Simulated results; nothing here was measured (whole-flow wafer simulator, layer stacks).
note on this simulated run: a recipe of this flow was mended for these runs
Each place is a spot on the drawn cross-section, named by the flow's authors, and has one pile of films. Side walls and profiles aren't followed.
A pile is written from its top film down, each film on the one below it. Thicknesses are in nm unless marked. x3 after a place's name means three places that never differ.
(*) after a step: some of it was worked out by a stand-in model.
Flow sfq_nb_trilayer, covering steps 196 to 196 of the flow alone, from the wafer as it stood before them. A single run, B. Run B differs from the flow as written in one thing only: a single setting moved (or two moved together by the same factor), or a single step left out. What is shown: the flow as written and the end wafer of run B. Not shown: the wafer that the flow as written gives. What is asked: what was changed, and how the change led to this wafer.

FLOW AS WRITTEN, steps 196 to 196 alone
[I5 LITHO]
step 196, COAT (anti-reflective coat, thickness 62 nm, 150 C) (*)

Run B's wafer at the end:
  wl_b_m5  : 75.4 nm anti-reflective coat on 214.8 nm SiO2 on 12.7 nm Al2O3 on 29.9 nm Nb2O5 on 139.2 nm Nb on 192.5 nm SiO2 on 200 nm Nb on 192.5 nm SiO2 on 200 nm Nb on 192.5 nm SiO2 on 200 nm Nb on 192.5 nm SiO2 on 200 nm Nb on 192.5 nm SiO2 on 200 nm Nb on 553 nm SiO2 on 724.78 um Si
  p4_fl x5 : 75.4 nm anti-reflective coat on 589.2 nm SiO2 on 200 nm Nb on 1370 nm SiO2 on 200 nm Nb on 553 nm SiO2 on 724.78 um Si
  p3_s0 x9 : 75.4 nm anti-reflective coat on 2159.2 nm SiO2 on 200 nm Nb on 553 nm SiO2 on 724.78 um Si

The reason: step 196, COAT: thickness 75.4 nm was run, though the flow has thickness 62 nm.
The wafer itself shows it: wl_b_m5 has anti-reflective coat 75.4, and step 196 as written asks for 62 nm.

The path from the change to this, step by step:
  step 196, COAT (anti-reflective coat, thickness 62 nm, 150 C) (*)
      p4_fl x5, p4_w1 x9, p3_s0 x9 and 41 more: anti-reflective coat gains 75.4 (new film) (as written it would have been: anti-reflective coat gains 62 (new film))
      via_wl, via_w, via_wr, via_sp, l0_sur, l0v: anti-reflective coat gains 75.7 (new film) (as written it would have been: anti-reflective coat gains 62.3 (new film))
      (as well as at 36 more places)
